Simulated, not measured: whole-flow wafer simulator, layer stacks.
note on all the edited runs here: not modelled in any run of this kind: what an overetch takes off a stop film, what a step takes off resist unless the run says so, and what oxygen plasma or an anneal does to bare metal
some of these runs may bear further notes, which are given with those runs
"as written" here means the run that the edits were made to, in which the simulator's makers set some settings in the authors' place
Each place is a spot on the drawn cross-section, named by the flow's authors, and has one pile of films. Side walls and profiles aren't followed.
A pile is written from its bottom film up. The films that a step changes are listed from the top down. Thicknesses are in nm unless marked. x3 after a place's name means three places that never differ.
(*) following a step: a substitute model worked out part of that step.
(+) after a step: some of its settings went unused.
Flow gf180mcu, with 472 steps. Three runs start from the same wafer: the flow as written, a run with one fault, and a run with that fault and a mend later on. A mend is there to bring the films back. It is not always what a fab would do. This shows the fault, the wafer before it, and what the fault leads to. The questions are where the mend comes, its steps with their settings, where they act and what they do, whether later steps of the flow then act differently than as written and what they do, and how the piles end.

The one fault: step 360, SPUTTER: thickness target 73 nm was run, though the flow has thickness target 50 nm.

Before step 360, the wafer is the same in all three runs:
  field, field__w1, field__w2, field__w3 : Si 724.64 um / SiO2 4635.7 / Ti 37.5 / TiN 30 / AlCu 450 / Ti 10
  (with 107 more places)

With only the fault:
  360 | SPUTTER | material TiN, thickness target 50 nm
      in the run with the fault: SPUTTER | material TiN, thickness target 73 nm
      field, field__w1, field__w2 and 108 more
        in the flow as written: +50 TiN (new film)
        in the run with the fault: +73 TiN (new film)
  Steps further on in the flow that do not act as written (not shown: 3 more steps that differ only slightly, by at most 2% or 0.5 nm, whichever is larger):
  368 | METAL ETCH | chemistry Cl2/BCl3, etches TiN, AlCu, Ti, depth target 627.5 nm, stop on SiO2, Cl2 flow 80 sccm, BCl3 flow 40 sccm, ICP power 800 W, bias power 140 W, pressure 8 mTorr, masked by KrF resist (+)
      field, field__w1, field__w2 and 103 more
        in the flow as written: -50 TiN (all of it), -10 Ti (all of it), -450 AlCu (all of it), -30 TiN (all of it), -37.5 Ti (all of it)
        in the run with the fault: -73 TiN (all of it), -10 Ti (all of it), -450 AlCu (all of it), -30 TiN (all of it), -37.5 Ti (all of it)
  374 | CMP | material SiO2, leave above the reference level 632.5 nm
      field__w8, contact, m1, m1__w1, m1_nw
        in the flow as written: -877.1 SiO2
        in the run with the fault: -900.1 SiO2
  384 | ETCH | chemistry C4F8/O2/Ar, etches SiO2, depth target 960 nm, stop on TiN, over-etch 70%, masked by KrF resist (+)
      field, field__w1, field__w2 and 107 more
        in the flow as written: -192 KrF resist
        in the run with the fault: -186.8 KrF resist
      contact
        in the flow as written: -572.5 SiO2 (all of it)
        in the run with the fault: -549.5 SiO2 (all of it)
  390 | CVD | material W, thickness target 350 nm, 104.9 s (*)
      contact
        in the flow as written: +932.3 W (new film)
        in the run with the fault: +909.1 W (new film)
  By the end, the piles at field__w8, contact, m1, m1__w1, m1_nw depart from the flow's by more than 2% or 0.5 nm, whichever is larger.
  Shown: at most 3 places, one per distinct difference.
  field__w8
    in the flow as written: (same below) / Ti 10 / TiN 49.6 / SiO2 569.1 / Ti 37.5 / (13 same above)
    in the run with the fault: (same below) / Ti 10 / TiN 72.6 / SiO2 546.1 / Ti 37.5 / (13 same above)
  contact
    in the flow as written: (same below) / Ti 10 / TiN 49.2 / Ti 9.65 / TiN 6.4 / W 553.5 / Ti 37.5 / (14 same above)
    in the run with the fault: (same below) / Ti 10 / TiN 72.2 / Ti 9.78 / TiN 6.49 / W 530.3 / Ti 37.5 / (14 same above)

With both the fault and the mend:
  The mend stands after step 367.
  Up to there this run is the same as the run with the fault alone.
  367a | STRIP | chemistry O2/N2, power 2160 W, pressure 1700 mTorr (*)
      field__w8, contact, m1, m1__w1, m1_nw
        -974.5 KrF resist (all of it)
  367b | METAL ETCH | chemistry Cl2/BCl3, etches TiN, AlCu, Ti, depth target 23 nm, Cl2 flow 80 sccm, BCl3 flow 40 sccm, ICP power 800 W, bias power 140 W, pressure 8 mTorr (the flow's step 260, run once more with other settings)
      field, field__w1, field__w2 and 108 more
        -23 TiN
  367c | HMDS | 120 C, 60 s (the flow's step 362, run once more)
      does not change any film at any place that is followed
  367d | COAT | KrF resist, thickness 1000 nm (the flow's step 363, run once more)
      field, field__w1, field__w2 and 108 more
        +1000 KrF resist (new film)
  367e | SOFTBAKE | KrF resist (the flow's step 364, run once more)
      does not change any film at any place that is followed
  367f | EXPOSE | photomask Metal4 (the flow's step 365, run once more)
      does not change any film at any place that is followed
  367g | PEB | KrF resist, 135 C, 90 s (the flow's step 366, run once more)
      field, field__w1, field__w2 and 108 more
        -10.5 KrF resist
  367h | DEVELOP | thickness 1000 nm, 60 s (the flow's step 367, run once more)
      field, field__w1, field__w2 and 103 more
        -989.5 KrF resist (all of it)
      field__w8, contact, m1, m1__w1, m1_nw
        -14.9 KrF resist
  Every later step of the flow that is run acts as written at every place that is followed.
  The piles end the same as the flow's at every place that both follow.
